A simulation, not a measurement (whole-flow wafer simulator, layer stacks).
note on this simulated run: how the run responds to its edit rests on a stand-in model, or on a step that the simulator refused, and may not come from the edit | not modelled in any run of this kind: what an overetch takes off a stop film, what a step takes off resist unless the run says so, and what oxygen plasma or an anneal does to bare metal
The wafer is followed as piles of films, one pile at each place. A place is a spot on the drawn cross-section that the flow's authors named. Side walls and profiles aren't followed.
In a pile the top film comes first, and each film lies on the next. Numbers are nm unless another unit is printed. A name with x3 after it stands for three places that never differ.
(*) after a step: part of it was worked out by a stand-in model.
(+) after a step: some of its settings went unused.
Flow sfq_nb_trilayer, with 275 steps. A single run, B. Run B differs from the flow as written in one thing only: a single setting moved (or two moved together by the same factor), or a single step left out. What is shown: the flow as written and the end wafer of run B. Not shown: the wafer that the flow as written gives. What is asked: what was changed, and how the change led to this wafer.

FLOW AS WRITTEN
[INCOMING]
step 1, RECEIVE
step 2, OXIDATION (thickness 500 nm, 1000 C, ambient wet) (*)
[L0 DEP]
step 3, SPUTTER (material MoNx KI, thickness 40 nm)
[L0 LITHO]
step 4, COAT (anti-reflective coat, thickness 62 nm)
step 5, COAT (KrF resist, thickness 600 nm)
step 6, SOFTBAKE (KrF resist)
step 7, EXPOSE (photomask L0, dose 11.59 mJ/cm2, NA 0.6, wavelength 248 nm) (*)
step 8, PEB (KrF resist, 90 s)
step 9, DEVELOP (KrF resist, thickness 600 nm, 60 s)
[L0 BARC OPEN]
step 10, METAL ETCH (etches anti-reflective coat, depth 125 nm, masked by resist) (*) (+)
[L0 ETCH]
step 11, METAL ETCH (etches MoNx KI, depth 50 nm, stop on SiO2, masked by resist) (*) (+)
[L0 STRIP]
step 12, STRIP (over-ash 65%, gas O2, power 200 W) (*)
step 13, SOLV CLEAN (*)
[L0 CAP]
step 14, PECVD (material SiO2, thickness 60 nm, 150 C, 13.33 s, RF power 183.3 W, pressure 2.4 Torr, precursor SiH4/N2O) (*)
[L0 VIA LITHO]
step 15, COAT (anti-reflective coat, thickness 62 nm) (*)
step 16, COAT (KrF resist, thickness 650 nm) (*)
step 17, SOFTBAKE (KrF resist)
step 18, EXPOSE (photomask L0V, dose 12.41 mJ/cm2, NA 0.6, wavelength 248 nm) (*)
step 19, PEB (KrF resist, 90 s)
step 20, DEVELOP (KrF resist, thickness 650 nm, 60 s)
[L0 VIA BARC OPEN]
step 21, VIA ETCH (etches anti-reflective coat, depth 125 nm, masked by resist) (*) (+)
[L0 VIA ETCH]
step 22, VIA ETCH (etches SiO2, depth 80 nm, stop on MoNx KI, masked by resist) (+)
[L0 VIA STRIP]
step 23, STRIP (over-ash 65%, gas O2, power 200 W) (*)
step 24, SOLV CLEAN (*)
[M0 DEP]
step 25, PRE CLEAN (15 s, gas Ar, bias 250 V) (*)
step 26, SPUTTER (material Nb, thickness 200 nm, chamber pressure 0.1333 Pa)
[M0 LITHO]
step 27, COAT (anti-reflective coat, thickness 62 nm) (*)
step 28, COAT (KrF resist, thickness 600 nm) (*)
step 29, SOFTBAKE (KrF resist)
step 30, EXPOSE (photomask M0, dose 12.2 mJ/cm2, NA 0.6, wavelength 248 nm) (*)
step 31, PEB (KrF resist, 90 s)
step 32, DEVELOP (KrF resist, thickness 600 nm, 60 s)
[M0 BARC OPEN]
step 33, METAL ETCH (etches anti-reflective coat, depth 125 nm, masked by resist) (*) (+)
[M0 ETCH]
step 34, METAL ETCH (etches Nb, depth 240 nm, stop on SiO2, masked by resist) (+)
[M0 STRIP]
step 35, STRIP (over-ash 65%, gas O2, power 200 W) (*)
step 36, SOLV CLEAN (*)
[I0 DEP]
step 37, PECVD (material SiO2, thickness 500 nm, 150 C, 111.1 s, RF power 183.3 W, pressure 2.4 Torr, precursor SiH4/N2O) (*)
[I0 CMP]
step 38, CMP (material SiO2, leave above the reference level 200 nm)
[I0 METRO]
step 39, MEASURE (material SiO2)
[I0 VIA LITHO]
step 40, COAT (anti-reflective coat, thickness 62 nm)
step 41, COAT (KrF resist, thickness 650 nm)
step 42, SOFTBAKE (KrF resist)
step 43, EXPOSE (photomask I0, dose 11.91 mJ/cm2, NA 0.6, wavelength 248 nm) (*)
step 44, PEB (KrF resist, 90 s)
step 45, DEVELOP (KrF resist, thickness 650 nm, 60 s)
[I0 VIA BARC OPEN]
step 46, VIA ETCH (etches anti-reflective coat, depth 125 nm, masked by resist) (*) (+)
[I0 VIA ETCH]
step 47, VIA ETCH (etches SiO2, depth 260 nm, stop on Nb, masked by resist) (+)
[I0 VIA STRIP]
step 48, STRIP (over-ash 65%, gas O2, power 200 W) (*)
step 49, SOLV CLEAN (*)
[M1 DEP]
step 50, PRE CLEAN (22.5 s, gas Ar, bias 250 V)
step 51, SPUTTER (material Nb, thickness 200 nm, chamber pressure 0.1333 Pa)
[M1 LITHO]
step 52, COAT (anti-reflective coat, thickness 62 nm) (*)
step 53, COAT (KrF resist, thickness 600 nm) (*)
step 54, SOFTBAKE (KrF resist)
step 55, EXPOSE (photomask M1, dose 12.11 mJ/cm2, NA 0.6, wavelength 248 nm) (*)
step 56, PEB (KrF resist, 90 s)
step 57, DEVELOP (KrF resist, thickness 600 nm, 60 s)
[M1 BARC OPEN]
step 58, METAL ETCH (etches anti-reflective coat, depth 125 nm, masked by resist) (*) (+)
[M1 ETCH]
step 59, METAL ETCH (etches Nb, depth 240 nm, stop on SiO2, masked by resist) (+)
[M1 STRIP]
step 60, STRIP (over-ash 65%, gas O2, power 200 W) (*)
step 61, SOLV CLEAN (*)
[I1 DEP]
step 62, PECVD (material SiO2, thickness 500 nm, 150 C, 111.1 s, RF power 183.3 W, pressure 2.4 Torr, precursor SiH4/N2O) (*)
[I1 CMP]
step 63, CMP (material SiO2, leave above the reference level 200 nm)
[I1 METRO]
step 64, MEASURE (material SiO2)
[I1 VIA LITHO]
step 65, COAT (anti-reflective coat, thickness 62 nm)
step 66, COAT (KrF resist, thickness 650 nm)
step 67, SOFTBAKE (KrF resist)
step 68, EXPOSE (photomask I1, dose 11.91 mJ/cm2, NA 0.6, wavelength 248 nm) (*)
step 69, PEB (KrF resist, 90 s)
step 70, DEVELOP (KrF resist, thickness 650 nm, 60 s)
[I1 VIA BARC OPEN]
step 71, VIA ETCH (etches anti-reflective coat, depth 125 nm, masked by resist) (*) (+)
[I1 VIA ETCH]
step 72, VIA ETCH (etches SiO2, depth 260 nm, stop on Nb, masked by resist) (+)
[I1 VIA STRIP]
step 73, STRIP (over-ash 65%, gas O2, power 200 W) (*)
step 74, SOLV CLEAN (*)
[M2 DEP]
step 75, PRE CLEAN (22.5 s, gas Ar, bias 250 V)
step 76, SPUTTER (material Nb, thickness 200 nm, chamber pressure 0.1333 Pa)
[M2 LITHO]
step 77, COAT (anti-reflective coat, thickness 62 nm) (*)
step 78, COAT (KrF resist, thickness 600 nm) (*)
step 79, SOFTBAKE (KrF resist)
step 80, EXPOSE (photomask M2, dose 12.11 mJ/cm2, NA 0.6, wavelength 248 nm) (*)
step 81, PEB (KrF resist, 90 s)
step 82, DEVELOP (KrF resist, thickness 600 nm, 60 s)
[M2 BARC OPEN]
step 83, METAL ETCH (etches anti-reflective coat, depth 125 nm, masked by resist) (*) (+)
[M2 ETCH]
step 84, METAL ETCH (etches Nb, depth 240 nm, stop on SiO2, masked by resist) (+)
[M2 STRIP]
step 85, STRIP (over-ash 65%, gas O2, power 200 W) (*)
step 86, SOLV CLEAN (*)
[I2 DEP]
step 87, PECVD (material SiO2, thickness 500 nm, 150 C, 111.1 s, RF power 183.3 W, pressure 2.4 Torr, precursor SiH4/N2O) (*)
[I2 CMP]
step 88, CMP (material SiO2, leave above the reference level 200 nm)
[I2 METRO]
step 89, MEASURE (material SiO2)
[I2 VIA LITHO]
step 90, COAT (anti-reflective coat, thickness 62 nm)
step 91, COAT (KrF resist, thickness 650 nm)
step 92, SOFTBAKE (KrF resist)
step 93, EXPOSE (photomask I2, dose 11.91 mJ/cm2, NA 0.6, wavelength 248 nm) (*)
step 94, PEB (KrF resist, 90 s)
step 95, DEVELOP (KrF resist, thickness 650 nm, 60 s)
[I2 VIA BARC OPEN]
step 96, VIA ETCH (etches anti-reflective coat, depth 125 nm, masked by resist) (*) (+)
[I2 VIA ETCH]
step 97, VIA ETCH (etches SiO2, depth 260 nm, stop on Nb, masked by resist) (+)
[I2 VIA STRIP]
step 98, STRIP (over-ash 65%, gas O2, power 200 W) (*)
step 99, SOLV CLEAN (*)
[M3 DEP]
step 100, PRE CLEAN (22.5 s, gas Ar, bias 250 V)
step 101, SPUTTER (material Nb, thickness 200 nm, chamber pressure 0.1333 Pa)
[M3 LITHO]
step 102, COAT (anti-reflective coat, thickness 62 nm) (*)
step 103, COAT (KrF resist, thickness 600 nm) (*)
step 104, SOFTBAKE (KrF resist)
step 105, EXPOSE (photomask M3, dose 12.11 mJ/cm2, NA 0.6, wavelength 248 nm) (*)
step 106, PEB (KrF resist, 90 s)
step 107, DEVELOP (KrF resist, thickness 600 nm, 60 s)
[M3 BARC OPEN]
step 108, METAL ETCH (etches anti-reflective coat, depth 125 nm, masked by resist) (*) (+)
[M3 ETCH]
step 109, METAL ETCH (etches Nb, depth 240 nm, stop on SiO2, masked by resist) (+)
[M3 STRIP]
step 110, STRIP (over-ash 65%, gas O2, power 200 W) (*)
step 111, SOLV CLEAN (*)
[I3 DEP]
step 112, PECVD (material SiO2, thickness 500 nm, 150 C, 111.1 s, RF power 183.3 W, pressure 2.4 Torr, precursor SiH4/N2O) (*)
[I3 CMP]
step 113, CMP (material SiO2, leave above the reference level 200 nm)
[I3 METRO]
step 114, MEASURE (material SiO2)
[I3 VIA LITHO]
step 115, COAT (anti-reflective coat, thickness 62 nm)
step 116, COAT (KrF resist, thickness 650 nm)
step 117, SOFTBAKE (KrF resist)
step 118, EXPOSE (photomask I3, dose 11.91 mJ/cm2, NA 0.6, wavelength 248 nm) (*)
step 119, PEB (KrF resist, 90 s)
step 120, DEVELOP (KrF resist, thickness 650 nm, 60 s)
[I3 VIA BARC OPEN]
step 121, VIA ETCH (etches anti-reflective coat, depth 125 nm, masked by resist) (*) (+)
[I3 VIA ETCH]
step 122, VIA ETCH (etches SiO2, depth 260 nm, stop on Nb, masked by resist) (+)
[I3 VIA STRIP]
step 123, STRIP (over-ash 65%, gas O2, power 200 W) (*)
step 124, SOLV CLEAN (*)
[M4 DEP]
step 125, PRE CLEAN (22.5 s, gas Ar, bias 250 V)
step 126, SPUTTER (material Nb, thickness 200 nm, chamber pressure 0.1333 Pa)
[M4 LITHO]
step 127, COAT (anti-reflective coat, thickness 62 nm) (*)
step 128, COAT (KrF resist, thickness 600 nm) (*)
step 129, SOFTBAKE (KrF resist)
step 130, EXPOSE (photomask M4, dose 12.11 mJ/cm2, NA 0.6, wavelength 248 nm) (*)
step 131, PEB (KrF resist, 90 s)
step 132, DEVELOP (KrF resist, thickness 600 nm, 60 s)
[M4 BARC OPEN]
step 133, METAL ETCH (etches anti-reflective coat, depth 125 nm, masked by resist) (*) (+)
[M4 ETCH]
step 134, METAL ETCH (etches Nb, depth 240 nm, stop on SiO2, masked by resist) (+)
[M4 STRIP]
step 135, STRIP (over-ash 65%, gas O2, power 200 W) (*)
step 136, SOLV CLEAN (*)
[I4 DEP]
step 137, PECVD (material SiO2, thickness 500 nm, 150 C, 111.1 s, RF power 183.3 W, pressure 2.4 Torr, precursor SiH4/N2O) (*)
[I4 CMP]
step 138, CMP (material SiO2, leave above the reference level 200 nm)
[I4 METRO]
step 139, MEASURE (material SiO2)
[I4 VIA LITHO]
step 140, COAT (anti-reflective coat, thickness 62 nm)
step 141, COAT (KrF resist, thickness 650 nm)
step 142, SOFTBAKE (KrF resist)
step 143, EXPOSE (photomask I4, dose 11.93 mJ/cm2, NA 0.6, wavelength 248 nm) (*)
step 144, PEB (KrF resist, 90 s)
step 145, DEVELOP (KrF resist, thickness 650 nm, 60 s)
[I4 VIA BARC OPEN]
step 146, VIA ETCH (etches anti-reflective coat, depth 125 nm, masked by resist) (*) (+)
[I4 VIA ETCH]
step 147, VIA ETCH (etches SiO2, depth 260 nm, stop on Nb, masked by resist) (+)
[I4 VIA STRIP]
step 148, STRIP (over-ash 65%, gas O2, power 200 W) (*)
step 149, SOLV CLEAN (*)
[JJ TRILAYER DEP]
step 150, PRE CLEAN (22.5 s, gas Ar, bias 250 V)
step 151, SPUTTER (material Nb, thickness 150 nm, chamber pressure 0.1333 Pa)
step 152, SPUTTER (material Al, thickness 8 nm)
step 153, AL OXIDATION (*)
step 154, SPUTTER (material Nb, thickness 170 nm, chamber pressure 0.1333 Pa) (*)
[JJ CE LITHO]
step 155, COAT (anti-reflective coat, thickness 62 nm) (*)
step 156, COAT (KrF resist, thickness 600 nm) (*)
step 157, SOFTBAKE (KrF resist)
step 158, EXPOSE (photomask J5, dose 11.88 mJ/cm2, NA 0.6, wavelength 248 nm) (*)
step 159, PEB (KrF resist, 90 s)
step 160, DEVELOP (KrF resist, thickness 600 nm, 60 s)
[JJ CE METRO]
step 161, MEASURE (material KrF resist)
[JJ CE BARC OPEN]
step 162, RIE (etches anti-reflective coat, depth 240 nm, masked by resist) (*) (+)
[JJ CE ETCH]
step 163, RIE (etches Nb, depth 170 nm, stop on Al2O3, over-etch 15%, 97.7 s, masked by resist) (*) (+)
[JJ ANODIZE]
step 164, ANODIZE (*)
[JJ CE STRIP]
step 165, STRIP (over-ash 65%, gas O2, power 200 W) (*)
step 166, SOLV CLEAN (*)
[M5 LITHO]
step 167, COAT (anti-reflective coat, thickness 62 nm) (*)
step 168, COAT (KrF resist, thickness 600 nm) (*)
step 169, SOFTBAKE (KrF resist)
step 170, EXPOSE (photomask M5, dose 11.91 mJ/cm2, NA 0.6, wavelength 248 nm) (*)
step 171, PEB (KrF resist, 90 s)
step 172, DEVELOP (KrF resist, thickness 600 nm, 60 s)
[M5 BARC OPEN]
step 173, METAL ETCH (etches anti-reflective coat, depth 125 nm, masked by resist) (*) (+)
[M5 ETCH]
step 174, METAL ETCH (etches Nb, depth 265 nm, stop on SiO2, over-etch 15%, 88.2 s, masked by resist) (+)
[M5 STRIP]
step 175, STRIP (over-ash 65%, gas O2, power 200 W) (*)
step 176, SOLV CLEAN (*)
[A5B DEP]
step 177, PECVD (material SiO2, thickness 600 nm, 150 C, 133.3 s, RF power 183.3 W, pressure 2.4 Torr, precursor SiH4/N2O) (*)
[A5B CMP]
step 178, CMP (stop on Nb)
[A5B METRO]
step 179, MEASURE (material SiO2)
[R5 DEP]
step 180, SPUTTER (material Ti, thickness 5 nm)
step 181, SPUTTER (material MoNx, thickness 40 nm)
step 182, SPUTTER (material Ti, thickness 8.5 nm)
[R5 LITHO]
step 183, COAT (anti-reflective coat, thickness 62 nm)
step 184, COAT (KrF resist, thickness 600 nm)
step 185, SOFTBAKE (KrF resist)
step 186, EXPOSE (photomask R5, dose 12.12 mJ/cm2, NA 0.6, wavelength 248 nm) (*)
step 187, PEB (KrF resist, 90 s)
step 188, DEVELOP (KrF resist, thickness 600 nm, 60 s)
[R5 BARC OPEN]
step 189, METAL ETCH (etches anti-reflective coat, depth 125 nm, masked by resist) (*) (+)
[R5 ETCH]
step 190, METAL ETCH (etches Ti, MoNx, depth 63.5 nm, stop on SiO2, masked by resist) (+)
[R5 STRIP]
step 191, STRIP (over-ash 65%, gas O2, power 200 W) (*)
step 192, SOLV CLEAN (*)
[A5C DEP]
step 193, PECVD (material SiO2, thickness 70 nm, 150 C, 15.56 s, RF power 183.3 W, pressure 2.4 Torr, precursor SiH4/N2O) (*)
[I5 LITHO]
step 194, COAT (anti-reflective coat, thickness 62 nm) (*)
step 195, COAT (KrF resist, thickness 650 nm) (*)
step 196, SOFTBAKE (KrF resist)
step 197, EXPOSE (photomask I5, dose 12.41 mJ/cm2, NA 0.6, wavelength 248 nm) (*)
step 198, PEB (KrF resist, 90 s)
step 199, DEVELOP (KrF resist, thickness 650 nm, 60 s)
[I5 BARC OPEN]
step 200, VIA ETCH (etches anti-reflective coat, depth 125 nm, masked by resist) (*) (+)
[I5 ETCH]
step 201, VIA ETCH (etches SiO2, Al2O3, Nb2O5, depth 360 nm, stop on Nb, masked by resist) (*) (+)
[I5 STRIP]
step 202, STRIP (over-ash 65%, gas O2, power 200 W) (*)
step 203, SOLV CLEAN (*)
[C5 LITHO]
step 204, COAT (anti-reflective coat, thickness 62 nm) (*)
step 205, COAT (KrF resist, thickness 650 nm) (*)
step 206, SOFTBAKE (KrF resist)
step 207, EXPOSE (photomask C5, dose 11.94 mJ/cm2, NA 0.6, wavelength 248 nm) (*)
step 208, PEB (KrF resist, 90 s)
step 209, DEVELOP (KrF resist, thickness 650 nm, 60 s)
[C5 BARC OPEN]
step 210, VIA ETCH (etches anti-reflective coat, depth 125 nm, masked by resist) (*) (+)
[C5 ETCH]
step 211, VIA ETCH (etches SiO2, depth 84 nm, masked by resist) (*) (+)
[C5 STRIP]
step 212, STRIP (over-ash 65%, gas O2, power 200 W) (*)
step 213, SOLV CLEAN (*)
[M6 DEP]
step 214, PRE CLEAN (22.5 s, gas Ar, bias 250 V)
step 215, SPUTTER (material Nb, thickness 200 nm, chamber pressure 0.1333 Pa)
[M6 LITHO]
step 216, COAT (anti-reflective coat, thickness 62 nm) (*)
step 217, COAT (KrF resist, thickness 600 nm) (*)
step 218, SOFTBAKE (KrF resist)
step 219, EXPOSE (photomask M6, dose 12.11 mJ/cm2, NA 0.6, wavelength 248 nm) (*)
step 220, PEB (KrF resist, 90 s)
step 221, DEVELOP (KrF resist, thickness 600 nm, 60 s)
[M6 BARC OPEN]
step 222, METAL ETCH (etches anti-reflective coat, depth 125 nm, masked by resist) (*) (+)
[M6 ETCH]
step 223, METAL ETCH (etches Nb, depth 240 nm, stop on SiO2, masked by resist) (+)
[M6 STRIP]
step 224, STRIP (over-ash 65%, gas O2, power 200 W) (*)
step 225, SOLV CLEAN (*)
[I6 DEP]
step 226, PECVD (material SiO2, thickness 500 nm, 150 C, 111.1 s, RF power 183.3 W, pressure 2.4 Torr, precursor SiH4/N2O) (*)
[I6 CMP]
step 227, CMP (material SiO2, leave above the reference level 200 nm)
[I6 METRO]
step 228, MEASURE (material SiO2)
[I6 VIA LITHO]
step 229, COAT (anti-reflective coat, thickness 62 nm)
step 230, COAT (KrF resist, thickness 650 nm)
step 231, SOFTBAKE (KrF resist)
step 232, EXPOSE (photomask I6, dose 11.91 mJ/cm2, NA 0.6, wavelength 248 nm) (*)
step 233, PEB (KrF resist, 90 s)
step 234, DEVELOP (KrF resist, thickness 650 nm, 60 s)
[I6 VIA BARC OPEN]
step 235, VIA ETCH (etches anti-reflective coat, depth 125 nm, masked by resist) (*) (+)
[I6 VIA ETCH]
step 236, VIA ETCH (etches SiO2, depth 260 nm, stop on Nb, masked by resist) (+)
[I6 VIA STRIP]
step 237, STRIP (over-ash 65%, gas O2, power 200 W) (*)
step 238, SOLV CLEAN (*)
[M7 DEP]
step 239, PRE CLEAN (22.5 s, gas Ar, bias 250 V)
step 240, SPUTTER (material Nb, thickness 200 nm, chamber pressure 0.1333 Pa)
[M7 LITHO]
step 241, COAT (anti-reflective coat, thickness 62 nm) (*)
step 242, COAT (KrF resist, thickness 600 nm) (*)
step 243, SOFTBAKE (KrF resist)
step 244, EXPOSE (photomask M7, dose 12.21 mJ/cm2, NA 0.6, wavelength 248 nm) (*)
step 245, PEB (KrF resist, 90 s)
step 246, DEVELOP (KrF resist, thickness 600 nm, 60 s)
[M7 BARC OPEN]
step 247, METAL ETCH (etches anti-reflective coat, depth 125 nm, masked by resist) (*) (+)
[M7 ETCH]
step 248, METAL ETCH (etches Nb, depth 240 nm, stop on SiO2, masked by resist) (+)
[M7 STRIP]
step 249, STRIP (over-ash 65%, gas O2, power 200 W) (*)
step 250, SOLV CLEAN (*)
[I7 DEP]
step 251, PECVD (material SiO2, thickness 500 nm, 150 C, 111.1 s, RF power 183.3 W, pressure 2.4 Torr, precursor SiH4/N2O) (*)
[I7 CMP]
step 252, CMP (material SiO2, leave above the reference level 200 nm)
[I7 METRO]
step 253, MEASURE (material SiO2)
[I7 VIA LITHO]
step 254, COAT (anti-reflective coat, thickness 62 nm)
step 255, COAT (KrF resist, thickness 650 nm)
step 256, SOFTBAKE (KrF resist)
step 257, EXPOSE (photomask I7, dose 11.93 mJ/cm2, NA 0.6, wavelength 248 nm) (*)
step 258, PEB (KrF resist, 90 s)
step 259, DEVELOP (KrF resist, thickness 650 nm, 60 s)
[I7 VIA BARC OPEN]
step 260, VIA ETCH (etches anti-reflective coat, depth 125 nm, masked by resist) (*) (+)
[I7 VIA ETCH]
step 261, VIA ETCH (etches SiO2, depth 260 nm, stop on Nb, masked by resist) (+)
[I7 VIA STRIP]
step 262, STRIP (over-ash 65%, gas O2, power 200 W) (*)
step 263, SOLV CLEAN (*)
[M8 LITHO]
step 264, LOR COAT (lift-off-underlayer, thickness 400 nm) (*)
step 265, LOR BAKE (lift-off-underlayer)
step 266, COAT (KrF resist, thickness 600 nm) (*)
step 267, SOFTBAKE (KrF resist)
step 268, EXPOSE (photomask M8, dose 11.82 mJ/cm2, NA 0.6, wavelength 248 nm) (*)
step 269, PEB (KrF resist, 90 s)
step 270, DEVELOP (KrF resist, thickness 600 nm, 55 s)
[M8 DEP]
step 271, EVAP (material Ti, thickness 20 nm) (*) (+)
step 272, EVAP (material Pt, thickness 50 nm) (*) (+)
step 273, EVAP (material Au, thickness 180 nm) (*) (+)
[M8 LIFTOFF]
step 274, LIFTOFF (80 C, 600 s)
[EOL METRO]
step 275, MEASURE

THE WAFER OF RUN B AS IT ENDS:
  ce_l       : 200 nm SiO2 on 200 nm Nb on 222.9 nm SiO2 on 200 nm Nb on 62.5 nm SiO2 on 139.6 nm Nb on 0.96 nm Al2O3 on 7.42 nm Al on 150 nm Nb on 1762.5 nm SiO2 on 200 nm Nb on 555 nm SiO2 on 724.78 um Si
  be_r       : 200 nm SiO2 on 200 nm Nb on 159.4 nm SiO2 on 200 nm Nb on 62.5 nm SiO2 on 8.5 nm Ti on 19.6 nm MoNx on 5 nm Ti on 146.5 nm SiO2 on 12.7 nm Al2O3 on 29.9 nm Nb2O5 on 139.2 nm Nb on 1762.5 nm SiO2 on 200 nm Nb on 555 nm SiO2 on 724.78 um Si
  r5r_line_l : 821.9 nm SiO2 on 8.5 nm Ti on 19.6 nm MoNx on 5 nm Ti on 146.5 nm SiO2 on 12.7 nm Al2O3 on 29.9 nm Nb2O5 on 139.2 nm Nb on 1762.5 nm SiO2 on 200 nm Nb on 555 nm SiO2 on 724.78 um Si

The reason: step 181, SPUTTER: thickness 19.6 nm was run, whereas the flow has thickness 40 nm.
One can read it off the wafer: be_r has MoNx 19.6, and step 181 as written asks for 40 nm.

Step by step, how the change led to this:
  step 181, SPUTTER (material MoNx, thickness 40 nm)
      field_l, v_sur, via_wl and 103 more: +19.6 MoNx (new film) (it would be, as written: +40 MoNx (new film))
  step 190, METAL ETCH (etches Ti, MoNx, depth 63.5 nm, stop on SiO2, masked by resist) (+)
      field_l, v_sur, via_wl and 92 more: -8.5 Ti (all of it), -19.6 MoNx (all of it), -5 Ti (all of it) (it would be, as written: -8.5 Ti (all of it), -40 MoNx (all of it), -5 Ti (all of it))
      ce_l, c5j, ce_r, wl_jj: -8.5 Ti (all of it), -19.6 MoNx (all of it), -5 Ti (all of it), -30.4 Nb (it would be, as written: -8.5 Ti (all of it), -40 MoNx (all of it), -5 Ti (all of it), -10 Nb)
  step 194, COAT (anti-reflective coat, thickness 62 nm) (*)
      wl_j_sl, wl_j_sr: +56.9 anti-reflective coat (new film) (it would be, as written: +60.2 anti-reflective coat (new film))
      r5r_spacepad_l, r5r_spacepad_r: +75.6 anti-reflective coat (new film) (it would be, as written: +84.4 anti-reflective coat (new film))
      (as well as at 15 more places)
  step 202, STRIP (over-ash 65%, gas O2, power 200 W) (*)
      wl_j_sl, wl_j_sr: -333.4 KrF resist (all of it), -56.9 anti-reflective coat (all of it) (it would be, as written: -333.3 KrF resist (all of it), -60.2 anti-reflective coat (all of it))
      r5r_spacepad_l, r5r_spacepad_r: -334.8 KrF resist (all of it), -75.6 anti-reflective coat (all of it) (it would be, as written: -335.6 KrF resist (all of it), -84.4 anti-reflective coat (all of it))
      (as well as at 15 more places)
  step 204, COAT (anti-reflective coat, thickness 62 nm) (*)
      wl_j_sl, wl_j_sr: +56.9 anti-reflective coat (new film) (it would be, as written: +60.2 anti-reflective coat (new film))
      r5r_spacepad_l, r5r_spacepad_r: +75.6 anti-reflective coat (new film) (it would be, as written: +84.4 anti-reflective coat (new film))
      (as well as at 15 more places)
  step 210, VIA ETCH (etches anti-reflective coat, depth 125 nm, masked by resist) (*) (+)
      field_l, v_sur, via_wl and 101 more: -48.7 KrF resist (it would be, as written: -47.4 KrF resist)
      c5j: -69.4 anti-reflective coat (all of it), -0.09 SiO2 (it would be, as written: -63.9 anti-reflective coat (all of it), -0.11 SiO2)
      (as well as at 1 more place)
  step 212, STRIP (over-ash 65%, gas O2, power 200 W) (*)
      wl_j_sl, wl_j_sr: -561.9 KrF resist (all of it), -56.9 anti-reflective coat (all of it) (it would be, as written: -563.4 KrF resist (all of it), -60.2 anti-reflective coat (all of it))
      r5r_spacepad_l, r5r_spacepad_r: -563.4 KrF resist (all of it), -75.6 anti-reflective coat (all of it) (it would be, as written: -565.8 KrF resist (all of it), -84.4 anti-reflective coat (all of it))
      (as well as at 13 more places)
  step 216, COAT (anti-reflective coat, thickness 62 nm) (*)
      r5r_line_l, r5r_line_c, r5r_line_r: +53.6 anti-reflective coat (new film) (it would be, as written: +50 anti-reflective coat (new film))
      wl_j_sl, wl_j_sr: +57 anti-reflective coat (new film) (it would be, as written: +60.2 anti-reflective coat (new film))
      (as well as at 14 more places)
  step 222, METAL ETCH (etches anti-reflective coat, depth 125 nm, masked by resist) (*) (+)
      r5r_line_l, r5r_line_c, r5r_line_r: -53.6 anti-reflective coat (all of it) (it would be, as written: -50 anti-reflective coat (all of it))
      r5r_spacepad_l, r5r_spacepad_r: -76.1 anti-reflective coat (all of it) (it would be, as written: -85.7 anti-reflective coat (all of it))
      (as well as at 2 more places)
  step 224, STRIP (over-ash 65%, gas O2, power 200 W) (*)
      wl_j_sl, wl_j_sr: -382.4 KrF resist (all of it), -57 anti-reflective coat (all of it) (it would be, as written: -382.5 KrF resist (all of it), -60.2 anti-reflective coat (all of it))
      jj_sur: -377.2 KrF resist (all of it), -52.6 anti-reflective coat (all of it) (it would be, as written: -378.5 KrF resist (all of it), -56.1 anti-reflective coat (all of it))
      (as well as at 9 more places)
  step 226, PECVD (material SiO2, thickness 500 nm, 150 C, 111.1 s, RF power 183.3 W, pressure 2.4 Torr, precursor SiH4/N2O) (*)
      r5r_spacepad_l, r5r_spacepad_r: +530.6 SiO2 (it would be, as written: +553.5 SiO2)
  step 227, CMP (material SiO2, leave above the reference level 200 nm)
      ce_l, ce_r, wl_jj: -269.6 SiO2 (it would be, as written: -290 SiO2)
      be_r, r_sur, r_end: -333.1 SiO2 (it would be, as written: -353.5 SiO2)
      (as well as at 7 more places)
